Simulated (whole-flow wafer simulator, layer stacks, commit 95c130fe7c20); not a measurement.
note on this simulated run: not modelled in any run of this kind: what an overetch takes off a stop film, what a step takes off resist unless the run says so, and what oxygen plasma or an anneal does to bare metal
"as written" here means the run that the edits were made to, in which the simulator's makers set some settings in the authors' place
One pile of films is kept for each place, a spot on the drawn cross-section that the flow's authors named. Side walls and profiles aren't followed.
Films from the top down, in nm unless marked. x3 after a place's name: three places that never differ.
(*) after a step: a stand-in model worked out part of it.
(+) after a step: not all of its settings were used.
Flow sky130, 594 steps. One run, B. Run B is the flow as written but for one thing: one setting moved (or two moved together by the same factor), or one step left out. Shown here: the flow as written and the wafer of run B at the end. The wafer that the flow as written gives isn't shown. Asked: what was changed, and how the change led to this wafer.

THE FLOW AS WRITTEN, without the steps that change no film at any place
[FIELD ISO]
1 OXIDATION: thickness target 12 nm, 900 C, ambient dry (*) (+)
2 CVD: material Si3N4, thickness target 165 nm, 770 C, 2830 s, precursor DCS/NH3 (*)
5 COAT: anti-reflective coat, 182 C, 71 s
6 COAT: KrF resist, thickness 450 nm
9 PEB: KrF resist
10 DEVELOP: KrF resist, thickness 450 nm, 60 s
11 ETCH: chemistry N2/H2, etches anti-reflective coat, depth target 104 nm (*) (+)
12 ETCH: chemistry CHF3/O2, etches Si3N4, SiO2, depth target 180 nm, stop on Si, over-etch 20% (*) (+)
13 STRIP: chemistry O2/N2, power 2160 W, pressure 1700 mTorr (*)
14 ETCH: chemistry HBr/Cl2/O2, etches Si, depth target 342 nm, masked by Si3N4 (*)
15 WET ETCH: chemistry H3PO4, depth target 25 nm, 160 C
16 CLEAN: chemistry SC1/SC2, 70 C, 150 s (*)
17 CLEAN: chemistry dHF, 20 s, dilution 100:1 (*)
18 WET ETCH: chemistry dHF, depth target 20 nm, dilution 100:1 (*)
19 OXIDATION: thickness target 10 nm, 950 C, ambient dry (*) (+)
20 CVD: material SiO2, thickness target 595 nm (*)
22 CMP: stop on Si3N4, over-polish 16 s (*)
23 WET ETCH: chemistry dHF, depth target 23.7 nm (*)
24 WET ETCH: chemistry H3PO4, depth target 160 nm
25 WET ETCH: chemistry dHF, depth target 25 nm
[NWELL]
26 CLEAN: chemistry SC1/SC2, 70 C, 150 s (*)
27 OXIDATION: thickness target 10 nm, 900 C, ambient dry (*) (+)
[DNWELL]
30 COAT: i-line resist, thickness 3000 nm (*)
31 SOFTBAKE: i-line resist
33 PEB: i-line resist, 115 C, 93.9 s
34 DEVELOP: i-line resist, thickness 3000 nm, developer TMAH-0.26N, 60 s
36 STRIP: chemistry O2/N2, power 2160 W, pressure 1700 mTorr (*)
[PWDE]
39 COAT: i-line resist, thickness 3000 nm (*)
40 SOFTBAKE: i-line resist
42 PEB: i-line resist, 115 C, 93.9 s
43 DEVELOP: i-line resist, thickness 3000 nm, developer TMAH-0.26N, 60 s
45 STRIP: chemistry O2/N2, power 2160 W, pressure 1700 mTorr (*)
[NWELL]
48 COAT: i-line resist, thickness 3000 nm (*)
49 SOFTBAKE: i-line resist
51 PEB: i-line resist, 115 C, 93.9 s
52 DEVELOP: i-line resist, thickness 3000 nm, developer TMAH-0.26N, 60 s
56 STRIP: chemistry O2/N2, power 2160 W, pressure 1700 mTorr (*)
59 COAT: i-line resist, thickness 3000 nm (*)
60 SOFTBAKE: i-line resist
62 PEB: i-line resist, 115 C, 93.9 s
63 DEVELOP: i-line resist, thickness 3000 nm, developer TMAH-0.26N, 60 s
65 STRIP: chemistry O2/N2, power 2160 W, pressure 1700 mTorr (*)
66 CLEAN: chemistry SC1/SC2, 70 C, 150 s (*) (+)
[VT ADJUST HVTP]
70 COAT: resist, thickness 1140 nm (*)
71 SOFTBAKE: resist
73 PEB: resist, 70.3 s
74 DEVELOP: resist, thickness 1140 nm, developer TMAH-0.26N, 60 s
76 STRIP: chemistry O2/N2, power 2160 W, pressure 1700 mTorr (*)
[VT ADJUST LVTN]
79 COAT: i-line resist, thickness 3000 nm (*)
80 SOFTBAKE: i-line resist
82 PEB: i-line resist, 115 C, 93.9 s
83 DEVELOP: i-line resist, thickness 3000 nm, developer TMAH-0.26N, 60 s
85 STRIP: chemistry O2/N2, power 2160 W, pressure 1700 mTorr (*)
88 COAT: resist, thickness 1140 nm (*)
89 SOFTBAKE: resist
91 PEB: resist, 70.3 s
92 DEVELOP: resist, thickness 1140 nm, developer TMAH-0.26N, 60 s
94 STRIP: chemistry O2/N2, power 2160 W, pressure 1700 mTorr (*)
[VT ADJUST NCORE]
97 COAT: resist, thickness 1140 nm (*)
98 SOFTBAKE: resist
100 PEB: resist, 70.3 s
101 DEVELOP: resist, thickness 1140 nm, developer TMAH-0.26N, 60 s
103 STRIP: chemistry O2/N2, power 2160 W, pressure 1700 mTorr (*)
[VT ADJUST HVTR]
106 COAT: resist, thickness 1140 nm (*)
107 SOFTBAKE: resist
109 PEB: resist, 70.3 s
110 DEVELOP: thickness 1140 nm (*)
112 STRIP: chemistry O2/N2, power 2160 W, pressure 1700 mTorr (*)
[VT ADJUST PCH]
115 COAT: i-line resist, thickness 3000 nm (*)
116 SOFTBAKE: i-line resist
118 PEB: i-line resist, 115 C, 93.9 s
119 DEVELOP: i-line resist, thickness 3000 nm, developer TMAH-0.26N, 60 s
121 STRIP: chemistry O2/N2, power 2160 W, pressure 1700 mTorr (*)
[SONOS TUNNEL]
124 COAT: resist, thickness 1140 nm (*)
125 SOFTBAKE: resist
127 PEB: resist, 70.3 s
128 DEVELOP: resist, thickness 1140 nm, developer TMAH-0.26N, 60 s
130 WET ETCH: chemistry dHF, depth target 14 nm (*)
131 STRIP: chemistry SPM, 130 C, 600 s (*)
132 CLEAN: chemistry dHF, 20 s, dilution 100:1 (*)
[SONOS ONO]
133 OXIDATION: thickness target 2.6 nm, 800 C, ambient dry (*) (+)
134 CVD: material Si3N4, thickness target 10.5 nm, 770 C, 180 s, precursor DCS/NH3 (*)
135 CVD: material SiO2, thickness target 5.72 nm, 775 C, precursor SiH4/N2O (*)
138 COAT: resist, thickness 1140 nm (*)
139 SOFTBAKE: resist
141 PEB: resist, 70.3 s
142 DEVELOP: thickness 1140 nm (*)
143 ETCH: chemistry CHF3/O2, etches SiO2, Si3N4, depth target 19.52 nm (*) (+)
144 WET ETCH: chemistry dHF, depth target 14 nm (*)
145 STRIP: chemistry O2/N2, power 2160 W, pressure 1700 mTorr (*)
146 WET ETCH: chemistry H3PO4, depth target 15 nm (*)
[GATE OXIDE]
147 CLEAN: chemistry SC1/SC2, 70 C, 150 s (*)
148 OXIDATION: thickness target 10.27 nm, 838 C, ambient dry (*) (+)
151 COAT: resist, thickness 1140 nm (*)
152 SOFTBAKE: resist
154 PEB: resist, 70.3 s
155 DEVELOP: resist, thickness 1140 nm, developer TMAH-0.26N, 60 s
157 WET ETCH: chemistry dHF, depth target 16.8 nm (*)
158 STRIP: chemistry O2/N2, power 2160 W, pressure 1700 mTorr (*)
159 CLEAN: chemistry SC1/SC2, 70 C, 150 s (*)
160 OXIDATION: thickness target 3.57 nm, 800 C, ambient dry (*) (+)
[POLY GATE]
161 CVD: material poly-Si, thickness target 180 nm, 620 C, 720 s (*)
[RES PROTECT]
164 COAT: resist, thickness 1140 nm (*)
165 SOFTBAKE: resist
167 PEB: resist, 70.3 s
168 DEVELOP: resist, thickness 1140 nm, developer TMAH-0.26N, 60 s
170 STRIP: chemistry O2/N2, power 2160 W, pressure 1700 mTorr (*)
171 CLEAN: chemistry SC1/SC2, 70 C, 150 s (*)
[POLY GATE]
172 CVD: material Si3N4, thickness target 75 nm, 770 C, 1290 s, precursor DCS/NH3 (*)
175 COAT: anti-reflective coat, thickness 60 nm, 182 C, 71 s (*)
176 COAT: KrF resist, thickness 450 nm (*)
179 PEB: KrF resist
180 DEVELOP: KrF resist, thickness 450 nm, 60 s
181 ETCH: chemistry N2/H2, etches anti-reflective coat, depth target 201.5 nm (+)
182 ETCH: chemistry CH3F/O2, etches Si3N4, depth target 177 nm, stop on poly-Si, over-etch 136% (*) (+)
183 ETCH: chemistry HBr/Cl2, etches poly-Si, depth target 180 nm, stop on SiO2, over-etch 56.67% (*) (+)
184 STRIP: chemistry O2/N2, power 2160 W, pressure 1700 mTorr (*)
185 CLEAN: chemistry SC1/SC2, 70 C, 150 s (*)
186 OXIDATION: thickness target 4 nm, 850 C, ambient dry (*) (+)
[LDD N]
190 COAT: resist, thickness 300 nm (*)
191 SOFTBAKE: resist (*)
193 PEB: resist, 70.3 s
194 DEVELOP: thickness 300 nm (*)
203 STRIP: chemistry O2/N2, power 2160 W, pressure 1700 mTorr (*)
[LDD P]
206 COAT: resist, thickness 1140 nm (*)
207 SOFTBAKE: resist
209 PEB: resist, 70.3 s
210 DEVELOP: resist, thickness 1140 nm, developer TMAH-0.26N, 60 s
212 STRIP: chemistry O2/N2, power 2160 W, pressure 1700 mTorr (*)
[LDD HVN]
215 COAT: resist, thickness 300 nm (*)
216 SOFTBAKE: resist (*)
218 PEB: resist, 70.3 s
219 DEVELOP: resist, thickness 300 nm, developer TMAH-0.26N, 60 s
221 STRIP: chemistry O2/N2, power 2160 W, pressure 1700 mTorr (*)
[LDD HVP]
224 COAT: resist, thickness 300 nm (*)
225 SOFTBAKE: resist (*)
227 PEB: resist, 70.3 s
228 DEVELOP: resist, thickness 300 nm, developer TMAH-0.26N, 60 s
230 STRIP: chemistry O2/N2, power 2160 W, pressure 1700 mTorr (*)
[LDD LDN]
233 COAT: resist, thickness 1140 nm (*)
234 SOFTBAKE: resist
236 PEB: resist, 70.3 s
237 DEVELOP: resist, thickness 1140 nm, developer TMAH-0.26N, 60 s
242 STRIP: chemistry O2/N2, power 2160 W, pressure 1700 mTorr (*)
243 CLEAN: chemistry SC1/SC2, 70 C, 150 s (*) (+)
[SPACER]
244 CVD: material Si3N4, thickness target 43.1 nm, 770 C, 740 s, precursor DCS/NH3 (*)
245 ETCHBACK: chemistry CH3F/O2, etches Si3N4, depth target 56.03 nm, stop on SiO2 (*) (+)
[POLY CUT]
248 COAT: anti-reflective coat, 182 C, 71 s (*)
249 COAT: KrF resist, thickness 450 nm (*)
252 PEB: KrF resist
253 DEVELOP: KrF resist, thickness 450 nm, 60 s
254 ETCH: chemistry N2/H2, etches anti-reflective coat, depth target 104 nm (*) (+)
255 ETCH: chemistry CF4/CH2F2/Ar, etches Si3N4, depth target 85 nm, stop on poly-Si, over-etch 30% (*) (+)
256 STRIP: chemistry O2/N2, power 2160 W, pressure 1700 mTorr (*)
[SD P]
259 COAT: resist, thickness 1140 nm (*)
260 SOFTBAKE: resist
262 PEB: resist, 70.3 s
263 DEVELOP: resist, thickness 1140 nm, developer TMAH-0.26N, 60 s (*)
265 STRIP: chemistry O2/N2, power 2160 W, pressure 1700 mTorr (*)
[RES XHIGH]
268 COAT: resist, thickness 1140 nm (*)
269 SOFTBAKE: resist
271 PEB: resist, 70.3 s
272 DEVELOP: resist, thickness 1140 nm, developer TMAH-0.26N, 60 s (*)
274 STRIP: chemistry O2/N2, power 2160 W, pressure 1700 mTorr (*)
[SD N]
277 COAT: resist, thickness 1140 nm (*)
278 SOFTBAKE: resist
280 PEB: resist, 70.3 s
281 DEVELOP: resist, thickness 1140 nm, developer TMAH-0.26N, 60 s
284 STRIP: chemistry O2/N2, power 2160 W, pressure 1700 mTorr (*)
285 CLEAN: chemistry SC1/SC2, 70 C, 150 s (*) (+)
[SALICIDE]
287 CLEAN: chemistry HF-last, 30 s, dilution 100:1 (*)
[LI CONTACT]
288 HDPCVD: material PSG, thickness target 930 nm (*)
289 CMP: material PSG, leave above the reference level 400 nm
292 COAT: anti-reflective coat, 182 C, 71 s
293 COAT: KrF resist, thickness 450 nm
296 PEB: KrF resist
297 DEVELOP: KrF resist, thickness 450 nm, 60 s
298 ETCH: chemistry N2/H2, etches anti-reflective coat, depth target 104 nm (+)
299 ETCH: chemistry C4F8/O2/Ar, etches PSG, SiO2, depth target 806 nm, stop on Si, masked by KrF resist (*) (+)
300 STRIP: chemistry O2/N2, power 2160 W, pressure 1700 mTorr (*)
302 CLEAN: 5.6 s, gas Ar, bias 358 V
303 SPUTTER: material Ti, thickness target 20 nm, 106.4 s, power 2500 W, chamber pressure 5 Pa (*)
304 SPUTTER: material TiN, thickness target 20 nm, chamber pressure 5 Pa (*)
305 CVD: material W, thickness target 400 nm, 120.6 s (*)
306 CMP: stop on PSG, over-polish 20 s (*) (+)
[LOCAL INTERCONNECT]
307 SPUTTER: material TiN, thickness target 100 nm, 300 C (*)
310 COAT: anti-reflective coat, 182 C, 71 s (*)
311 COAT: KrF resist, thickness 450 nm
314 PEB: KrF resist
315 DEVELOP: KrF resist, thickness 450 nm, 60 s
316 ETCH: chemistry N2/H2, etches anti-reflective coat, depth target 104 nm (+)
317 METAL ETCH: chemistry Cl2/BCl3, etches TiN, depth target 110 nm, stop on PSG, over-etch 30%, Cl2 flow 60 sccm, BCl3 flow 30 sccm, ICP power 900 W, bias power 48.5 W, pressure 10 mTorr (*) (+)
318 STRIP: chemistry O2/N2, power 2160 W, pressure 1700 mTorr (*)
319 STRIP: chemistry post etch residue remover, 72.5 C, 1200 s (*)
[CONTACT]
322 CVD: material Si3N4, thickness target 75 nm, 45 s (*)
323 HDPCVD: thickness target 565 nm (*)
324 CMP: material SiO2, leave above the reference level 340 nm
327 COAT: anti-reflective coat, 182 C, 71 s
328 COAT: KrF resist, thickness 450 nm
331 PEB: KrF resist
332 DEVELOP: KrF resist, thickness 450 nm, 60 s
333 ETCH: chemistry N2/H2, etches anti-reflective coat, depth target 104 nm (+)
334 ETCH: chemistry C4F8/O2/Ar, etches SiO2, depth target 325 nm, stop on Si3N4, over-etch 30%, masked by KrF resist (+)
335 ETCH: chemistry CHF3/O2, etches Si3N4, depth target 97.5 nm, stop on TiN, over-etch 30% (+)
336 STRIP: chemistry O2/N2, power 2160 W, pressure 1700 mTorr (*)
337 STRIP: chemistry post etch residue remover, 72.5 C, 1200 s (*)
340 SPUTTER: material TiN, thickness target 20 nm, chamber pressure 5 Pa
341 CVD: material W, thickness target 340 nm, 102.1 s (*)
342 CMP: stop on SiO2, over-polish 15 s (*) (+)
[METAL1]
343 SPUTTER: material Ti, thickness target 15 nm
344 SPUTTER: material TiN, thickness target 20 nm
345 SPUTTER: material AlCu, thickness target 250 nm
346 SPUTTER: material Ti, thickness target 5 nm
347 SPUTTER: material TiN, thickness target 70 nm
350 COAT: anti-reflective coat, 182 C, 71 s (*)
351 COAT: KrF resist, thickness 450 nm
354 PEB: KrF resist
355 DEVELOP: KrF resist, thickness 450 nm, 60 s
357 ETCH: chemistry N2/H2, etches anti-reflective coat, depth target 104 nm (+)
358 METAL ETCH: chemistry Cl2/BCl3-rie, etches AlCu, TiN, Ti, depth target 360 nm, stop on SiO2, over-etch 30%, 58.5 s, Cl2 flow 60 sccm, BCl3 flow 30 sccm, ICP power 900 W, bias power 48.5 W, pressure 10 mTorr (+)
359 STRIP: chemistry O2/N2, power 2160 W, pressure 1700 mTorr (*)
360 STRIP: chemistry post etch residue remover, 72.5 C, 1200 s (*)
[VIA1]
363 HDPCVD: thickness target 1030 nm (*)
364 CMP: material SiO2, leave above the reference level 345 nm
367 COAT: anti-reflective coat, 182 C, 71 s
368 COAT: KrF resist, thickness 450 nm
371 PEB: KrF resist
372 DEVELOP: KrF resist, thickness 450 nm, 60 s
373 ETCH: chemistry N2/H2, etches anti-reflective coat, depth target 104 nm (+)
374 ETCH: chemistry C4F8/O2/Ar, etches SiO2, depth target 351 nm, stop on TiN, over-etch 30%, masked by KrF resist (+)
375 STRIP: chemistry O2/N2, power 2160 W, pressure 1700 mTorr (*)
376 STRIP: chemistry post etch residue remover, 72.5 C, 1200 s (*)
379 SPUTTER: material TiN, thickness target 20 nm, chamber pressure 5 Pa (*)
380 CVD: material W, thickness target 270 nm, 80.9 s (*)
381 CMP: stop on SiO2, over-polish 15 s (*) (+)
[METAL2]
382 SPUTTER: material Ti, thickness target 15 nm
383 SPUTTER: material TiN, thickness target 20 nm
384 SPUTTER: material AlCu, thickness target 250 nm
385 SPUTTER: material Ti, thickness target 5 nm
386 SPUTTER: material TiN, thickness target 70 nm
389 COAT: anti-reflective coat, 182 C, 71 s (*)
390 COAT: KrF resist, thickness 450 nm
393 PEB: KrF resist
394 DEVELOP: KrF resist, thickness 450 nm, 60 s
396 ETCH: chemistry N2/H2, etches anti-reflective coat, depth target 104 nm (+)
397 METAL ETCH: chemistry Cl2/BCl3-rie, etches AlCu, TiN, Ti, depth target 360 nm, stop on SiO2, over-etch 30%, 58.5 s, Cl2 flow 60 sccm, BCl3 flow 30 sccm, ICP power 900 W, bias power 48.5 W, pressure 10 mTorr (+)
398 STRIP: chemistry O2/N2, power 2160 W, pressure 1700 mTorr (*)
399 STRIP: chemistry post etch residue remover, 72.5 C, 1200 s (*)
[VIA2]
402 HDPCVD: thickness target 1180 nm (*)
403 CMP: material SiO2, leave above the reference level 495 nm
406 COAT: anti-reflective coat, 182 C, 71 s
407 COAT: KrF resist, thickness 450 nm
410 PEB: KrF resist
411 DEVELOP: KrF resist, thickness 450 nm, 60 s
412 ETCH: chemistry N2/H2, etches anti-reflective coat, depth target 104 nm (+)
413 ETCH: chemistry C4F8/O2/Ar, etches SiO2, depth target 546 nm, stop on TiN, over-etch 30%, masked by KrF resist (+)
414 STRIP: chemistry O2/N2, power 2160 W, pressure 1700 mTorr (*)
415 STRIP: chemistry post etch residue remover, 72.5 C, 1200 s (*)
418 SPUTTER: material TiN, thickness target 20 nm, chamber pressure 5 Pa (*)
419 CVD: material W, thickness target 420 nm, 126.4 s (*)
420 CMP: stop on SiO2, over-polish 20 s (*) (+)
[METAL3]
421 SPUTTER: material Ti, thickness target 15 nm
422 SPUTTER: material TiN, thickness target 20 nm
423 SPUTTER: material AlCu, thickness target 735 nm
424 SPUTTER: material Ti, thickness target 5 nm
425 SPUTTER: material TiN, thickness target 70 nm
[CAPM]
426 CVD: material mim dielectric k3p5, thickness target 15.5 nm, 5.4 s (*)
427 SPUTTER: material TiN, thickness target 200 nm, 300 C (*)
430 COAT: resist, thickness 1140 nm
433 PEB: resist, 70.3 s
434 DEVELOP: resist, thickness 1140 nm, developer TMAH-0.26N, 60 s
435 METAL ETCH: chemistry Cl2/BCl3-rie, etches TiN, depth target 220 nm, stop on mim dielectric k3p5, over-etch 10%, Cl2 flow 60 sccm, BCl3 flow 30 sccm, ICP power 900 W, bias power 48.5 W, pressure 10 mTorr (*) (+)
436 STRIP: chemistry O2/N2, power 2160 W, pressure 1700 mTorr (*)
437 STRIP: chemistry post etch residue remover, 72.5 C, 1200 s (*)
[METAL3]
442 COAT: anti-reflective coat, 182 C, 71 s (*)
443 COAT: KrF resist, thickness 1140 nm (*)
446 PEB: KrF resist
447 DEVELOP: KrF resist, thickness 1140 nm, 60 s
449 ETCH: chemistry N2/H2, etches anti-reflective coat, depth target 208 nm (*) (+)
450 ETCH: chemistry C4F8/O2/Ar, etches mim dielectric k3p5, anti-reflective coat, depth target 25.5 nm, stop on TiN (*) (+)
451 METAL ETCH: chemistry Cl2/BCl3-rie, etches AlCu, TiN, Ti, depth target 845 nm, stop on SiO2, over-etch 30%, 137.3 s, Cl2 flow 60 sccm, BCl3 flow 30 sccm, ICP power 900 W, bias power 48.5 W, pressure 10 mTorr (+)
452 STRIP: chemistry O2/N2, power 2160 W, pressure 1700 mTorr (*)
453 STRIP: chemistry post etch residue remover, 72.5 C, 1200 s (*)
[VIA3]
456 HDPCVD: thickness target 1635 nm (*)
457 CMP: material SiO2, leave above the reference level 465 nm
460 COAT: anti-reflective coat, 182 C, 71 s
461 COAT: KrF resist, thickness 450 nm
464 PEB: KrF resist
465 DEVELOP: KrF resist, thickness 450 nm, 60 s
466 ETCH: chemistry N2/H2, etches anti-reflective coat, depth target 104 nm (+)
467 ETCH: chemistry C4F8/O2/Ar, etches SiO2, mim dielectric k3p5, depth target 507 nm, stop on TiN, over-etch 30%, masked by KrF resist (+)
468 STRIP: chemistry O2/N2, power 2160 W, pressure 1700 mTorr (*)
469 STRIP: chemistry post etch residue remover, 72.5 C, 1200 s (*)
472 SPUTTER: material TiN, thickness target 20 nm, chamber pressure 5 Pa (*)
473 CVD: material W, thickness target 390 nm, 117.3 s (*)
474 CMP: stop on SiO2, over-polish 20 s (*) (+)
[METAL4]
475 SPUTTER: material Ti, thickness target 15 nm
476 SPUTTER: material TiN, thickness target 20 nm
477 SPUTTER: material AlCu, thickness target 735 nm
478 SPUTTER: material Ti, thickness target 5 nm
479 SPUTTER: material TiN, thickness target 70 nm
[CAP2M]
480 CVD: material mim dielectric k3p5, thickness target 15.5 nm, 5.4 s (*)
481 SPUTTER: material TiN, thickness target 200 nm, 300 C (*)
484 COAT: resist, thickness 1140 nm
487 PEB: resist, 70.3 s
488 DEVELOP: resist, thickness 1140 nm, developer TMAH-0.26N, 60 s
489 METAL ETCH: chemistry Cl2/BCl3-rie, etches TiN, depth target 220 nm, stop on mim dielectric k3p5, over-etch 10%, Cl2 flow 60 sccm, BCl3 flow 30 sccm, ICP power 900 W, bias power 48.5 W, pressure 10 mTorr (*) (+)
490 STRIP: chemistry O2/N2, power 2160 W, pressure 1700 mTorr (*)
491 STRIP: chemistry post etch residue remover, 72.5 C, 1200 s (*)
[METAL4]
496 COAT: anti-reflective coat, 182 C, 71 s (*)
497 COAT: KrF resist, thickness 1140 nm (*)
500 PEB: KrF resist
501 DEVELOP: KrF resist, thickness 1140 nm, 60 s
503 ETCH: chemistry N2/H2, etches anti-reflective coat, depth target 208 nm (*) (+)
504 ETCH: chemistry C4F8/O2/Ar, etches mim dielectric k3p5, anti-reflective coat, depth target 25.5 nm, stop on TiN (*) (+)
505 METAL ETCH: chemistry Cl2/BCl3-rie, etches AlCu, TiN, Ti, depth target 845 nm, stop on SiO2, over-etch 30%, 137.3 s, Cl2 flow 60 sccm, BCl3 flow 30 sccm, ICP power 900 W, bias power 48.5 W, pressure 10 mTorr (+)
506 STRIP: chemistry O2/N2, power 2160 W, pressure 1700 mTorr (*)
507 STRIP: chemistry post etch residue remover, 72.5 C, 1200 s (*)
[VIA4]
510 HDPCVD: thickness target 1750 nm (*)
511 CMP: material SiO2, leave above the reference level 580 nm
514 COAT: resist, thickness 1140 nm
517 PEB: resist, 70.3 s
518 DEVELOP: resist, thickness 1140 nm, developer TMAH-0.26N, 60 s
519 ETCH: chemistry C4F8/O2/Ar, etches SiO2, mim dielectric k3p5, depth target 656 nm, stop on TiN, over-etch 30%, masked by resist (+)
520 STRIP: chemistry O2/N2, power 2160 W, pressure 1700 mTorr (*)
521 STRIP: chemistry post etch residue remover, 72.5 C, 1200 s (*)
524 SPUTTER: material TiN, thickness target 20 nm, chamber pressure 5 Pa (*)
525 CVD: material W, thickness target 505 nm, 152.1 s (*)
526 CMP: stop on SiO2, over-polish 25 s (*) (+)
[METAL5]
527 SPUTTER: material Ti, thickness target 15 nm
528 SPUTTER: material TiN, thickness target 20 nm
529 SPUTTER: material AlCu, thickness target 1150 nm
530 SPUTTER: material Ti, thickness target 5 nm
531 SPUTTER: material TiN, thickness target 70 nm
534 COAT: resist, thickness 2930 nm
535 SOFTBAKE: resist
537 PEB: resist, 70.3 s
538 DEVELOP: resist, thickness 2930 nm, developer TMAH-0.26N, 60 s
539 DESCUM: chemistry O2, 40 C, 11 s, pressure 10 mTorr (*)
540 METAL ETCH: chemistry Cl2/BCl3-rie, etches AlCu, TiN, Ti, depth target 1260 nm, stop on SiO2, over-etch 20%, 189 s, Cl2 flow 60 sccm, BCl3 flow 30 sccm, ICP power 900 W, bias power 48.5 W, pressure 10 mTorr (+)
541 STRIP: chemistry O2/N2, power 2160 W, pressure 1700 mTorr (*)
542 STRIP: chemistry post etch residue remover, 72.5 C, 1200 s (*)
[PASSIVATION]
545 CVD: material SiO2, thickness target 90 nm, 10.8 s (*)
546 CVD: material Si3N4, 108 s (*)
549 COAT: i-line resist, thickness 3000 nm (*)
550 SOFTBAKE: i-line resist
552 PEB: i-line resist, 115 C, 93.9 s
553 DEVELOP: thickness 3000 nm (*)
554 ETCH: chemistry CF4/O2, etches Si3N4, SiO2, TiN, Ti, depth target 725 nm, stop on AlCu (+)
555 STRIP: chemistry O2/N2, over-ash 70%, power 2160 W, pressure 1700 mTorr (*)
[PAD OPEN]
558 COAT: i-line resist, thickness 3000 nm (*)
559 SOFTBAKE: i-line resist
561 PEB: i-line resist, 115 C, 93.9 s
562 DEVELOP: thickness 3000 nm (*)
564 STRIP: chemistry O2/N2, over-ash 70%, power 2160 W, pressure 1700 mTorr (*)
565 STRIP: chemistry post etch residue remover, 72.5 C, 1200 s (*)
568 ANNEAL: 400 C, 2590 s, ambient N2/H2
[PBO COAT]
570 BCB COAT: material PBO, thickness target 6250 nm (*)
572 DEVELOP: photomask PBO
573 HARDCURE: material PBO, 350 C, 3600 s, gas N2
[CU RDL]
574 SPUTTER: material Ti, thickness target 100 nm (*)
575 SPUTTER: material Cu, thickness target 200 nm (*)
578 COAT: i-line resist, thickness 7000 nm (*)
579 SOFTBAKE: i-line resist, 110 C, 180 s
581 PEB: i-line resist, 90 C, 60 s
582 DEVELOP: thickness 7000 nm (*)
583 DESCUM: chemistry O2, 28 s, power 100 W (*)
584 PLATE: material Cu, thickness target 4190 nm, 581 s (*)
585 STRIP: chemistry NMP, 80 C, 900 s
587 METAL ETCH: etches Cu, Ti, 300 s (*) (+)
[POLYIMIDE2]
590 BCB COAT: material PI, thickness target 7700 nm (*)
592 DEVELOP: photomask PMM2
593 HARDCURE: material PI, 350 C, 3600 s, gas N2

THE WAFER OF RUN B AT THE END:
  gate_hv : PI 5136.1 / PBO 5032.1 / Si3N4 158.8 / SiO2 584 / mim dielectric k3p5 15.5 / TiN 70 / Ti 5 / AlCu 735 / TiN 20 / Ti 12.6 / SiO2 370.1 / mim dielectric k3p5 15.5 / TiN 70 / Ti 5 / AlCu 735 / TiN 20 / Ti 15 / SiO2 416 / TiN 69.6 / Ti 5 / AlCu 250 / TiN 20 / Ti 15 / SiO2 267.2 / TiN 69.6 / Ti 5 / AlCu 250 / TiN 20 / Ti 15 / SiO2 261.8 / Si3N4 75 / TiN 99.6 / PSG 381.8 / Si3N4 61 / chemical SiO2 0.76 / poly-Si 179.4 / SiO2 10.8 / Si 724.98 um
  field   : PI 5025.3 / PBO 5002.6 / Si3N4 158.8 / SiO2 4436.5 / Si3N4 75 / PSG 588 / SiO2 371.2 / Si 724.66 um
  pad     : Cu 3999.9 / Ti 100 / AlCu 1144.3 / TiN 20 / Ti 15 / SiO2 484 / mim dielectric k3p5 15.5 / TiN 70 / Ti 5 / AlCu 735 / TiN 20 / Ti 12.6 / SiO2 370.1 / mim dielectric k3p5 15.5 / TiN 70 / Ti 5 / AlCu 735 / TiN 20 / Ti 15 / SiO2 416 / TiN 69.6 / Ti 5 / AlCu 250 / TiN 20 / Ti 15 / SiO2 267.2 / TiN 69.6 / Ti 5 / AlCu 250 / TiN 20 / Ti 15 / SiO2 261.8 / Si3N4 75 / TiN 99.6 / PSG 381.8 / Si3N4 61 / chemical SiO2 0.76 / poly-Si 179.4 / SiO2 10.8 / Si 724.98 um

The cause: step 475, SPUTTER: thickness target 12.6 nm was run, where the flow has thickness target 15 nm.
It can be read off the wafer: gate_hv has Ti 12.6, and step 475 as written asks for 15 nm.

How the change led to this, step by step:
  475 SPUTTER: material Ti, thickness target 15 nm
      field, active, n_well and 189 more: Ti +12.6 (new film) (as written it would be: Ti +15 (new film))
  505 METAL ETCH: chemistry Cl2/BCl3-rie, etches AlCu, TiN, Ti, depth target 845 nm, stop on SiO2, over-etch 30%, 137.3 s, Cl2 flow 60 sccm, BCl3 flow 30 sccm, ICP power 900 W, bias power 48.5 W, pressure 10 mTorr (+)
      field, gate, spacer and 68 more: TiN -70 (all of it), Ti -5 (all of it), AlCu -735 (all of it), TiN -20 (all of it), Ti -12.6 (all of it), SiO2 -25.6 (as written it would be: TiN -70 (all of it), Ti -5 (all of it), AlCu -735 (all of it), TiN -20 (all of it), Ti -15 (all of it), SiO2 -25.4)
      active, vpp_iso1, mim_edge_plate and 14 more: TiN -70 (all of it), Ti -5 (all of it), AlCu -735 (all of it), TiN -20 (all of it), Ti -12.6 (all of it), SiO2 -25.6 (as written it would be: TiN -70 (all of it), Ti -5 (all of it), AlCu -735 (all of it), TiN -20 (all of it), Ti -15 (all of it), SiO2 -25.3)
